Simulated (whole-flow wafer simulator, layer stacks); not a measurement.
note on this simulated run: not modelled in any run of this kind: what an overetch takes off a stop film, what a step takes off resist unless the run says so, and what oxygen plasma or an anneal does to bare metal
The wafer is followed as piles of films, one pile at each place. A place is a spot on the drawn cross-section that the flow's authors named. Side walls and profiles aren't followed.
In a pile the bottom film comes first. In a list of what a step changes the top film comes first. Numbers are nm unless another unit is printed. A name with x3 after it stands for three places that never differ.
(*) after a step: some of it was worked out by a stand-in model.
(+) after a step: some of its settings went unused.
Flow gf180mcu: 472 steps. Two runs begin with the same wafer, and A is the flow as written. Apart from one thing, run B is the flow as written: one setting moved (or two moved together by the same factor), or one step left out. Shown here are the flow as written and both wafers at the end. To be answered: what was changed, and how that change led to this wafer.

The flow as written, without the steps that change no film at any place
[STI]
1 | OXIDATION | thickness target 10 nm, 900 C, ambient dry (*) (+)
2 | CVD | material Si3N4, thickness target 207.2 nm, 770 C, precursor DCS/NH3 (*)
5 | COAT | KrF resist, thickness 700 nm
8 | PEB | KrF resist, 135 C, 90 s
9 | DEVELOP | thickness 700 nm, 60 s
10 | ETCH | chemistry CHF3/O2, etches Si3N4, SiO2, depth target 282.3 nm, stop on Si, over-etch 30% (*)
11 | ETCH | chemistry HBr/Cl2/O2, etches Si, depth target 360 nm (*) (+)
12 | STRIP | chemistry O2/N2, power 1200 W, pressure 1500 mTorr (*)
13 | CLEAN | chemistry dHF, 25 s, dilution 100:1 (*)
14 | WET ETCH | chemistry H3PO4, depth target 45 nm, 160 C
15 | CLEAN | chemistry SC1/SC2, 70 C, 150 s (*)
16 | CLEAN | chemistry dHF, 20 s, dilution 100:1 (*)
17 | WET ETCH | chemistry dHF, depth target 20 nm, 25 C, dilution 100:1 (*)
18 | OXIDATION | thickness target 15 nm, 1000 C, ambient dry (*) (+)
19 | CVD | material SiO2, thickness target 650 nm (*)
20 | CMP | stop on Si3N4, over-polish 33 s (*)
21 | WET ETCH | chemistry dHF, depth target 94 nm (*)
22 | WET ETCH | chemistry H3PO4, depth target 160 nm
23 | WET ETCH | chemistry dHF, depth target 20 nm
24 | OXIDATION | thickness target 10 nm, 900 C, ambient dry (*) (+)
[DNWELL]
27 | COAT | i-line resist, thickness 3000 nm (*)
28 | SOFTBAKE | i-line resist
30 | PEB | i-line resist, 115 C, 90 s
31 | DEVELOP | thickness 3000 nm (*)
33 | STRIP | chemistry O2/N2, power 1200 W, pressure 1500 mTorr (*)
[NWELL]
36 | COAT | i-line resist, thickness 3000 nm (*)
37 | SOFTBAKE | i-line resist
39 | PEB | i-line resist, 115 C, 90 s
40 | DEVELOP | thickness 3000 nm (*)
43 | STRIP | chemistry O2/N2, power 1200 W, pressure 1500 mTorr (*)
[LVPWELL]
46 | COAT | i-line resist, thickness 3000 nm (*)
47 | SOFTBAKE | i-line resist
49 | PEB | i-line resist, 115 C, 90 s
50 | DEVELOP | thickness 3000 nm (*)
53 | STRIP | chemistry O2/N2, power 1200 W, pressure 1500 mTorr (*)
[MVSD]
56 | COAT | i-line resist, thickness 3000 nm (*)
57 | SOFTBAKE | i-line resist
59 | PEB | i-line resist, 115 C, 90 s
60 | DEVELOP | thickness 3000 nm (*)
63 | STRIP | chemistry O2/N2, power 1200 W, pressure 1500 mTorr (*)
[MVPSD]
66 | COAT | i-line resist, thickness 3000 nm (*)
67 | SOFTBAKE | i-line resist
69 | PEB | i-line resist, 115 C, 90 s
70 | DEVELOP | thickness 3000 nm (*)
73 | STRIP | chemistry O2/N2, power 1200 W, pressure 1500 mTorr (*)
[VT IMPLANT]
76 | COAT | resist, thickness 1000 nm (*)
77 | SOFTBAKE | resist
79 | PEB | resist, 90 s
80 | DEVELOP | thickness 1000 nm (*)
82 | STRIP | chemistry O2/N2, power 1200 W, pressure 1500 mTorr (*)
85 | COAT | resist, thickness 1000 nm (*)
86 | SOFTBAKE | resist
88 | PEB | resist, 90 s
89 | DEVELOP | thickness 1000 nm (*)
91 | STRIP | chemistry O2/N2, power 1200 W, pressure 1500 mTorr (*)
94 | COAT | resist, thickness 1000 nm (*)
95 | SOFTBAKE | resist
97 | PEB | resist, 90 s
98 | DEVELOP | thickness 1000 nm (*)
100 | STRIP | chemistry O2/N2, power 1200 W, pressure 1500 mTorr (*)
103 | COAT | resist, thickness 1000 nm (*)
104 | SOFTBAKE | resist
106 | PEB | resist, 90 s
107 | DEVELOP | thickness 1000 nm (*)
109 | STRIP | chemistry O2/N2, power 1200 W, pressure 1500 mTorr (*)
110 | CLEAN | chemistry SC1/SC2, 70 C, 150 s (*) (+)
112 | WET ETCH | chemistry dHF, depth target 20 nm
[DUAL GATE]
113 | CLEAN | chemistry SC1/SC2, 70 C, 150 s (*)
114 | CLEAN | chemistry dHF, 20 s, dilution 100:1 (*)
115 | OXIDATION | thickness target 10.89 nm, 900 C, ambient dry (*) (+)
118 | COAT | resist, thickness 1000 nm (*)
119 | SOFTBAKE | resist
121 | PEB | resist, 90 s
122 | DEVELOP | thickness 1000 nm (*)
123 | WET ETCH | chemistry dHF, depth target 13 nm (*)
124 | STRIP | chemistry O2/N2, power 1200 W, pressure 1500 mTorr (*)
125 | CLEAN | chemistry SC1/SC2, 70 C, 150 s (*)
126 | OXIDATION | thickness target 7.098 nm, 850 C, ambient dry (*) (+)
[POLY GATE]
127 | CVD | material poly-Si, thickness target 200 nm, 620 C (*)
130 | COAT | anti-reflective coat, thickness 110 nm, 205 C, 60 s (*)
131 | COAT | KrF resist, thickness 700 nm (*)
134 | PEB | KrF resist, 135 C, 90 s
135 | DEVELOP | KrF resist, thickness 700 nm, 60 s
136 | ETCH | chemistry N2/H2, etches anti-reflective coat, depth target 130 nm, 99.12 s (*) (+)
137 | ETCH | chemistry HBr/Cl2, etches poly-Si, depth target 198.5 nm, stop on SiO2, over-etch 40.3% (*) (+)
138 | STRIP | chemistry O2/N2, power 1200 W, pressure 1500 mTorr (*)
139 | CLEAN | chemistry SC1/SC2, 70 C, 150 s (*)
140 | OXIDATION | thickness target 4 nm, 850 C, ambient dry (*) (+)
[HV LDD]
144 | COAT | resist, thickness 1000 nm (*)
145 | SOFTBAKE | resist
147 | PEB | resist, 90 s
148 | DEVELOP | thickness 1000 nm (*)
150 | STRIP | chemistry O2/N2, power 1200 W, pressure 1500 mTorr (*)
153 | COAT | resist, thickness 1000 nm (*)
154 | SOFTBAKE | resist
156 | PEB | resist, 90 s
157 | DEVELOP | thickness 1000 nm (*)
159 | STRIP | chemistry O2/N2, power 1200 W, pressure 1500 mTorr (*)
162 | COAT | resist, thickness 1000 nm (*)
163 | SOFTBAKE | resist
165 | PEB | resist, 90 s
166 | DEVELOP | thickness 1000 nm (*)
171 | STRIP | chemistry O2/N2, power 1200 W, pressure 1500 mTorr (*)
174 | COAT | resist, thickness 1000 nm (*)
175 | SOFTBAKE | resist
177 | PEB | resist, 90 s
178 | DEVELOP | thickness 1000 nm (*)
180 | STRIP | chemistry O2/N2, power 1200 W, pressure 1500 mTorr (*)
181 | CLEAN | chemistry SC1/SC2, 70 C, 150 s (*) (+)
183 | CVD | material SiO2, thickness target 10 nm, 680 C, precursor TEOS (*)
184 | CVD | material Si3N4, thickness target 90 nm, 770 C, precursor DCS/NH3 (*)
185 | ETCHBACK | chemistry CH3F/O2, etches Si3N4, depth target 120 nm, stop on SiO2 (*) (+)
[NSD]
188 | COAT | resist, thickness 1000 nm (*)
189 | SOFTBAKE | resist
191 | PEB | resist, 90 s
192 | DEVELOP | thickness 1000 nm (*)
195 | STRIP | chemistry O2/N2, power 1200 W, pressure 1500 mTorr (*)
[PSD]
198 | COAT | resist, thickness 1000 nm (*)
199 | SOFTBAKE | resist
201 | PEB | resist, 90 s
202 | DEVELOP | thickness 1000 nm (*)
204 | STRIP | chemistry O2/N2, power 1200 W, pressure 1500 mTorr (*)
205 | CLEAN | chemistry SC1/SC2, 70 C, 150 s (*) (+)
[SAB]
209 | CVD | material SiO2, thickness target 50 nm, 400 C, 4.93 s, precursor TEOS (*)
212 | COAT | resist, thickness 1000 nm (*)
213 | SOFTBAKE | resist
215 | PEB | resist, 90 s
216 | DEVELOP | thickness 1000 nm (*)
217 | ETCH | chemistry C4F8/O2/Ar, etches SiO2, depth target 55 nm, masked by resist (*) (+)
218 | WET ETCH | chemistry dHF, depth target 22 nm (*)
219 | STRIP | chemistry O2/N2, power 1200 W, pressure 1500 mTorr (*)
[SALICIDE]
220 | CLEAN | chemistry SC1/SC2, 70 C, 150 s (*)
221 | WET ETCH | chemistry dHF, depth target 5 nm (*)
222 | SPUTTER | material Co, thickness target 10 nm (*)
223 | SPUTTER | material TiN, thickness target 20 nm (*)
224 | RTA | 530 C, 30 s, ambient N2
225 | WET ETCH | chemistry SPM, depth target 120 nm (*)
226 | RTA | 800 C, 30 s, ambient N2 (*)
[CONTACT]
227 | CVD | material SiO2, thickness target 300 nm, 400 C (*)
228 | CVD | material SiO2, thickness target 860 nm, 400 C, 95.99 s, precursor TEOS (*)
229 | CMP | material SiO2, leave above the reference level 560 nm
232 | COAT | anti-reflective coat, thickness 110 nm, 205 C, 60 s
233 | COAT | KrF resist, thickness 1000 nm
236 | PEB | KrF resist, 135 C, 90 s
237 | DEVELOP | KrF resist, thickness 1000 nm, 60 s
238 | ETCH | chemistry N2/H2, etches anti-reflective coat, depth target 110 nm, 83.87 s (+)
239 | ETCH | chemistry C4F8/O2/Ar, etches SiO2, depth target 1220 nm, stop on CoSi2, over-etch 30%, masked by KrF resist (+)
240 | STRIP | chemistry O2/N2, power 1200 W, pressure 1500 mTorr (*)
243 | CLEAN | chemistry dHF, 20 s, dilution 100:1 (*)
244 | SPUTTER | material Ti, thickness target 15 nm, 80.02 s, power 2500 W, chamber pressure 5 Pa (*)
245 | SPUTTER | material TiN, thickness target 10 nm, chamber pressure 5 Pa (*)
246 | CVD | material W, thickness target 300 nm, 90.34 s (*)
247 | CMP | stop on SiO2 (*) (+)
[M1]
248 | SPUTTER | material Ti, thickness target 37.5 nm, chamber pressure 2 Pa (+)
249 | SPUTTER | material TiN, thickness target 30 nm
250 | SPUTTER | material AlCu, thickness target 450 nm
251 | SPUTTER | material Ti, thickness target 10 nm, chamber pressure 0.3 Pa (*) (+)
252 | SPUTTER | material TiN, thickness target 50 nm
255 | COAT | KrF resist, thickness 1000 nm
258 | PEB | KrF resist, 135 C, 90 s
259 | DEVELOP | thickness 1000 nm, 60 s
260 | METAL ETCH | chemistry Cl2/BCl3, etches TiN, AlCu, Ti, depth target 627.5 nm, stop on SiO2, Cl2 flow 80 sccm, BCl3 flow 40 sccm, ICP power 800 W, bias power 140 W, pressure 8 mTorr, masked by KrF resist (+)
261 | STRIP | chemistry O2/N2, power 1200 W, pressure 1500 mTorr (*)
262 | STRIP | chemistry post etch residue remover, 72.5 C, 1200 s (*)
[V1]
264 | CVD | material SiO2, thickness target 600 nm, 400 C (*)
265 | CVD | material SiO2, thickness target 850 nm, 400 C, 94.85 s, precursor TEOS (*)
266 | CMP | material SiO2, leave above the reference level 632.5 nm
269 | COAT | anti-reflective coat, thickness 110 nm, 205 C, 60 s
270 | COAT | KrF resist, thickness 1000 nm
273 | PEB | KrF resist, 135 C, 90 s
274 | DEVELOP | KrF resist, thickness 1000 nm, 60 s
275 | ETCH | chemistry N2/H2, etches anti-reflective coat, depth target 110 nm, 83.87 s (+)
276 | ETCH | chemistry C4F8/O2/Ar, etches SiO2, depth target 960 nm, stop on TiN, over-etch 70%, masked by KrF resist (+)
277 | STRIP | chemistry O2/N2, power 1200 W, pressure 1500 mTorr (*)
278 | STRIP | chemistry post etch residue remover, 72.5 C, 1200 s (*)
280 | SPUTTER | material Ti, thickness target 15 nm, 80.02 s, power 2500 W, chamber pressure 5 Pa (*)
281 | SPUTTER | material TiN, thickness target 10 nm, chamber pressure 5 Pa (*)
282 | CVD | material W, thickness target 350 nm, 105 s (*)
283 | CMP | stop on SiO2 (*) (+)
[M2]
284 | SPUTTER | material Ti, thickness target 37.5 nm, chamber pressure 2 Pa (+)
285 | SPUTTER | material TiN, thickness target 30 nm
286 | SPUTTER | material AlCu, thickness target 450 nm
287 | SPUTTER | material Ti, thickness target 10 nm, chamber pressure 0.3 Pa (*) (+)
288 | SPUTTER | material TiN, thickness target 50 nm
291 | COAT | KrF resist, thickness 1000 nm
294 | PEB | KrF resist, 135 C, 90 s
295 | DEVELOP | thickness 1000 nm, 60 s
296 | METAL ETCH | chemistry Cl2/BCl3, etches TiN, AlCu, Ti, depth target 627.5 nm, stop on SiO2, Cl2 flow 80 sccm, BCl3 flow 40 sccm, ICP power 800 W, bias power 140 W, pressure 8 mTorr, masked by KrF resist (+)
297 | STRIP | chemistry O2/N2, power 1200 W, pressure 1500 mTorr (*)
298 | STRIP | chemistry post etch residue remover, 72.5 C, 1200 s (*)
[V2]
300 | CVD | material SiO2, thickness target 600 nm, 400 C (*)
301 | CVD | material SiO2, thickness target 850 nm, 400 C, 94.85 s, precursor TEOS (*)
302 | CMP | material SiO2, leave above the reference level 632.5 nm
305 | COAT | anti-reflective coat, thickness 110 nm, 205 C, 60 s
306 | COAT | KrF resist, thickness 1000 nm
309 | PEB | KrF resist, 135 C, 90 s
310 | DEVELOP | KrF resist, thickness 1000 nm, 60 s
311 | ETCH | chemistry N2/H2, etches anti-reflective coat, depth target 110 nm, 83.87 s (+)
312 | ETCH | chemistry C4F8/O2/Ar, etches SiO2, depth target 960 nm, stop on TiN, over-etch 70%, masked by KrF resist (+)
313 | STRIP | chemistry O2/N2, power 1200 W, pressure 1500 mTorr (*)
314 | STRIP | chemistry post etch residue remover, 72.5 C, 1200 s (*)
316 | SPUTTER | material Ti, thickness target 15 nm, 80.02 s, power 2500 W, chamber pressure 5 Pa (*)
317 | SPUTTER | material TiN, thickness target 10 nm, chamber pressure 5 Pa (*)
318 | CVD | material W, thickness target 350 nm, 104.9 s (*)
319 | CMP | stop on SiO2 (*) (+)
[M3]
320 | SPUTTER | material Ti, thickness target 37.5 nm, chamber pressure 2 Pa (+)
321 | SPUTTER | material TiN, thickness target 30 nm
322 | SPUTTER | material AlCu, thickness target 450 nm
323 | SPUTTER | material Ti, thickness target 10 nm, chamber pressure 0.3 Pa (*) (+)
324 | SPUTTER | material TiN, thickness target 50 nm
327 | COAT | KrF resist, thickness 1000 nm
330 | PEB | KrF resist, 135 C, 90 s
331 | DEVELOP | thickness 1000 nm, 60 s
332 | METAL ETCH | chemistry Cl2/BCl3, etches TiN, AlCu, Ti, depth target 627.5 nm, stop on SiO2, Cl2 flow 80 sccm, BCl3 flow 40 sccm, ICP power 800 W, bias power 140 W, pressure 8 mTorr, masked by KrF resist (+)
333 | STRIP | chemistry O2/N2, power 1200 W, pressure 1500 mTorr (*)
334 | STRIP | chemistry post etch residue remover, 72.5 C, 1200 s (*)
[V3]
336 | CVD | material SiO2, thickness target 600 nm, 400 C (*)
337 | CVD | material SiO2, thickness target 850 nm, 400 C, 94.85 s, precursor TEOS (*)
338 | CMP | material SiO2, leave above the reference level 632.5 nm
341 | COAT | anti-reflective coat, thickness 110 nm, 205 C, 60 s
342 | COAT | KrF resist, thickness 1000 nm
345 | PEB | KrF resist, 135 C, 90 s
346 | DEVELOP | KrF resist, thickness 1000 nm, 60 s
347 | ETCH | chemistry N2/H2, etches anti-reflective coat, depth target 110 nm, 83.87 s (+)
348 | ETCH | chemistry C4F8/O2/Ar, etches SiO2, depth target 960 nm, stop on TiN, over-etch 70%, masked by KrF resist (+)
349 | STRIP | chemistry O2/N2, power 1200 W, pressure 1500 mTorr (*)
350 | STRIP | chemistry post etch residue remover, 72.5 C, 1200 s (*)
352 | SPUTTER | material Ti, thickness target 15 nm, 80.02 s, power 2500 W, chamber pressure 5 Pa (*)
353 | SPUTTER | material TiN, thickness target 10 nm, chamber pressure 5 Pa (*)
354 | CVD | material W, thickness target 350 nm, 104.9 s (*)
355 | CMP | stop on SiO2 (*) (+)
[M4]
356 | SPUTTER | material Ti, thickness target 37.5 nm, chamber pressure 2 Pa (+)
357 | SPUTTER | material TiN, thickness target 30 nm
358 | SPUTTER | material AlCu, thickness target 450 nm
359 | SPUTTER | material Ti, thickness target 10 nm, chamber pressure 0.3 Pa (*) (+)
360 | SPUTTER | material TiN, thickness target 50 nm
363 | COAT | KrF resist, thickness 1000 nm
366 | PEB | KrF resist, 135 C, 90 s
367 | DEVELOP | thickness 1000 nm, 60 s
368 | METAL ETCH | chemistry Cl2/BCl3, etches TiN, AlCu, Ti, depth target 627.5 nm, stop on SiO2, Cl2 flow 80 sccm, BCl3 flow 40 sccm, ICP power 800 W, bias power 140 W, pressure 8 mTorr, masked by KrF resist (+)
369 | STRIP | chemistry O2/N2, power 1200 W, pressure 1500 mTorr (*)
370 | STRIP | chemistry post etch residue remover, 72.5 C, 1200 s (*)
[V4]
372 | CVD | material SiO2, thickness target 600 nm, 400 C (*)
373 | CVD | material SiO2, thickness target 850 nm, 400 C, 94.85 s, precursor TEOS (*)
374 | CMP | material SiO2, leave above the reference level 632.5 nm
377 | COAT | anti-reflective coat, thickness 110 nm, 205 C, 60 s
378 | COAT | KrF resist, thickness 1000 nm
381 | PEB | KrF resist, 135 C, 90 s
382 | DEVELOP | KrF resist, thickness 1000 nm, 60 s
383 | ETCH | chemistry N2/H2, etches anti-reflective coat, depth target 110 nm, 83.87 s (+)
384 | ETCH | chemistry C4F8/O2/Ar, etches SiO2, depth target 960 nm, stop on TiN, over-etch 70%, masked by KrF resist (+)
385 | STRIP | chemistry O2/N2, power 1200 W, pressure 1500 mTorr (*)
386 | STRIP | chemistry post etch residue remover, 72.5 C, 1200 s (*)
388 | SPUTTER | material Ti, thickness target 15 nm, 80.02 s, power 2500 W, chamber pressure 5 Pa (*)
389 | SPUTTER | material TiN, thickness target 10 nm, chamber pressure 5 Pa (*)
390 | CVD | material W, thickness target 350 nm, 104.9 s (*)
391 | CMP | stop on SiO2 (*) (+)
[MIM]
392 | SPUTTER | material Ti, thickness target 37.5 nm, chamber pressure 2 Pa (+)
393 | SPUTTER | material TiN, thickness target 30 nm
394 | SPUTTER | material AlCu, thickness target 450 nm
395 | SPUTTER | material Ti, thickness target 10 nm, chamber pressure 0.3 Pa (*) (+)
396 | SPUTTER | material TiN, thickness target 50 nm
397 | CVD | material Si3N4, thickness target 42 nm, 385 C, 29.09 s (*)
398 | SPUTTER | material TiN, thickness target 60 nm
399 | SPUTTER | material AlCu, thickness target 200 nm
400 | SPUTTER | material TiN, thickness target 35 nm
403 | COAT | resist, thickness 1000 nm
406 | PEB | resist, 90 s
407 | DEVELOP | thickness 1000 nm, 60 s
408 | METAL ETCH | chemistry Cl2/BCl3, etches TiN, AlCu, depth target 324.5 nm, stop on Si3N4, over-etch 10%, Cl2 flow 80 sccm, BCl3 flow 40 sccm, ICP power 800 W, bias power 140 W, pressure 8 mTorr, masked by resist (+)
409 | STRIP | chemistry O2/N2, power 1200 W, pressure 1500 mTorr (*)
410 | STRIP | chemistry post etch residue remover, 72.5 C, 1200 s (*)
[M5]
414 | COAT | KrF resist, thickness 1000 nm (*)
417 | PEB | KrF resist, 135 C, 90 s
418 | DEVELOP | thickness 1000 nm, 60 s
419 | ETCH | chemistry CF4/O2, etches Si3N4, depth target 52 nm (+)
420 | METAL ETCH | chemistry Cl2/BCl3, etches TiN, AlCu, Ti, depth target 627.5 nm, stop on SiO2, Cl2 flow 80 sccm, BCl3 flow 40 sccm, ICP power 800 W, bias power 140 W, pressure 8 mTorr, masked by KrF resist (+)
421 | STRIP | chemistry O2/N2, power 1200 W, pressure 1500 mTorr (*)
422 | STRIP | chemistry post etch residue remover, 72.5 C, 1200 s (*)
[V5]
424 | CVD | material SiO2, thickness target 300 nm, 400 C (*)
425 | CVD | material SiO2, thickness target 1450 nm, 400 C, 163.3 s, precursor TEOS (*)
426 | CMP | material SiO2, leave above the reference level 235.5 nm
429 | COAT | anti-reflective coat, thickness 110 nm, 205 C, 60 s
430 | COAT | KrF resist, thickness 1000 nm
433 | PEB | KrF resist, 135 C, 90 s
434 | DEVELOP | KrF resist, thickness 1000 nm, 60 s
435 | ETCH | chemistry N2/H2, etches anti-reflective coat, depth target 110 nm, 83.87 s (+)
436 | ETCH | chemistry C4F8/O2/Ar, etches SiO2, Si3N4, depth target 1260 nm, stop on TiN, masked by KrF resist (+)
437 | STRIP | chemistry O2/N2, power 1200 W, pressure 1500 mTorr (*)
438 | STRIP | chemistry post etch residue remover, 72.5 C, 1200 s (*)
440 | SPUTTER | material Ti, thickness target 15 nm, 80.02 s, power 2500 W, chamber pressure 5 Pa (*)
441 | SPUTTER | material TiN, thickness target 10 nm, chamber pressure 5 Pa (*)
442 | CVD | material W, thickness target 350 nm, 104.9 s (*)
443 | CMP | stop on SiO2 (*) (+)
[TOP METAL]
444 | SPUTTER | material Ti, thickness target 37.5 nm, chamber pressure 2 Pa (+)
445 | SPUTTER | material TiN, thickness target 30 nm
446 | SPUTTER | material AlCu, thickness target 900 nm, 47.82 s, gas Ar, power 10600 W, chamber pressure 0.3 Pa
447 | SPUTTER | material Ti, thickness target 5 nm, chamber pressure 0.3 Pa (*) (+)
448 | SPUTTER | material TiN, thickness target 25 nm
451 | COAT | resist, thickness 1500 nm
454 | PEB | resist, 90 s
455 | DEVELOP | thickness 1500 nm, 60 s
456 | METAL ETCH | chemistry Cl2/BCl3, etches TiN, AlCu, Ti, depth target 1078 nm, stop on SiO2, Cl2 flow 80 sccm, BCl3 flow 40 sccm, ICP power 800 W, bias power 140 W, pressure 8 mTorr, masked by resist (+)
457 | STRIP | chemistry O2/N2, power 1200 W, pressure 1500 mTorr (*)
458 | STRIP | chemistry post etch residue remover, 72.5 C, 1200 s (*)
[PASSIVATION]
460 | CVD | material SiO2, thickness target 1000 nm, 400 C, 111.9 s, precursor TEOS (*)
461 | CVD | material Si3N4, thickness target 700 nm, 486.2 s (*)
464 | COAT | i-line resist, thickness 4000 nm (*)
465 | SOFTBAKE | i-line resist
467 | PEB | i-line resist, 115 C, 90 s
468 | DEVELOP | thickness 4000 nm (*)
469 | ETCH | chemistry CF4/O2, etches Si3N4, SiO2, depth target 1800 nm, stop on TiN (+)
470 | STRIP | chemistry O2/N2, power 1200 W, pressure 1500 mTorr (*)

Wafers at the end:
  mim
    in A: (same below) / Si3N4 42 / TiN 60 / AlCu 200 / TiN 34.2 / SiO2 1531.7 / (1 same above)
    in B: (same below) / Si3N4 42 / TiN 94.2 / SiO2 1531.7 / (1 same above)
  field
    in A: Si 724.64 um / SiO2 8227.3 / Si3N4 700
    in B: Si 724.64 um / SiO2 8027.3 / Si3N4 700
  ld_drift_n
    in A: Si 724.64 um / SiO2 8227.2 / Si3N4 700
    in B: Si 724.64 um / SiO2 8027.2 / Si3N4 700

What caused this: step 399, SPUTTER: material AlCu, thickness target 200 nm, was omitted.

How this came from the change, step by step:
  400 | SPUTTER | material TiN, thickness target 35 nm
      field, field__w1, field__w2 and 108 more: A +35 TiN (new film) | B +35 TiN
  408 | METAL ETCH | chemistry Cl2/BCl3, etches TiN, AlCu, depth target 324.5 nm, stop on Si3N4, over-etch 10%, Cl2 flow 80 sccm, BCl3 flow 40 sccm, ICP power 800 W, bias power 140 W, pressure 8 mTorr, masked by resist (+)
      field, field__w1, field__w2 and 107 more: A -35 TiN (all of it), -200 AlCu (all of it), -60 TiN (all of it) | B -95 TiN (all of it)
      mim: A -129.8 resist | B -41.8 resist
  409 | STRIP | chemistry O2/N2, power 1200 W, pressure 1500 mTorr (*)
      mim: A -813 resist (all of it) | B -901 resist (all of it)
  414 | COAT | KrF resist, thickness 1000 nm (*)
      field__w4: A +1043.2 KrF resist (new film) | B +1011.9 KrF resist (new film)
      field__w11: A +1054 KrF resist (new film) | B +1014.6 KrF resist (new film)
      (also at 4 further places)
  417 | PEB | KrF resist, 135 C, 90 s
      field__w11: A -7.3 KrF resist | B -6.78 KrF resist
      mim: A -4.19 KrF resist | B -5.71 KrF resist
  418 | DEVELOP | thickness 1000 nm, 60 s
      field__w11: A -1046.7 KrF resist (all of it) | B -1007.8 KrF resist (all of it)
      field__w13: A -1041.1 KrF resist (all of it) | B -1006.3 KrF resist (all of it)
      (also at 2 further places)
  421 | STRIP | chemistry O2/N2, power 1200 W, pressure 1500 mTorr (*)
      field__w4: A -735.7 KrF resist (all of it) | B -704.5 KrF resist (all of it)
      mim: A -458.9 KrF resist (all of it) | B -614.5 KrF resist (all of it)
  426 | CMP | material SiO2, leave above the reference level 235.5 nm
      field, field__w1, field__w5 and 92 more: A -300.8 SiO2 | B -500.8 SiO2
      field__w2, field__w3, field__w12 and 6 more: A -272.7 SiO2 | B -472.7 SiO2
      (also at 7 further places)
  436 | ETCH | chemistry C4F8/O2/Ar, etches SiO2, Si3N4, depth target 1260 nm, stop on TiN, masked by KrF resist (+)
      field, field__w1, field__w2 and 108 more: A -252 KrF resist | B -201.2 KrF resist
      contact: A -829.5 SiO2 (all of it), -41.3 Si3N4 (all of it) | B -629.5 SiO2 (all of it), -41.3 Si3N4 (all of it)
  437 | STRIP | chemistry O2/N2, power 1200 W, pressure 1500 mTorr (*)
      field, field__w1, field__w2 and 108 more: A -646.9 KrF resist (all of it), -110 anti-reflective coat (all of it) | B -697.7 KrF resist (all of it), -110 anti-reflective coat (all of it)
  440 | SPUTTER | material Ti, thickness target 15 nm, 80.02 s, power 2500 W, chamber pressure 5 Pa (*)
      contact: A +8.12 Ti (new film) | B +9.11 Ti (new film)
  441 | SPUTTER | material TiN, thickness target 10 nm, chamber pressure 5 Pa (*)
      contact: A +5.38 TiN (new film) | B +6.04 TiN (new film)
  442 | CVD | material W, thickness target 350 nm, 104.9 s (*)
      contact: A +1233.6 W (new film) | B +1031.9 W (new film)
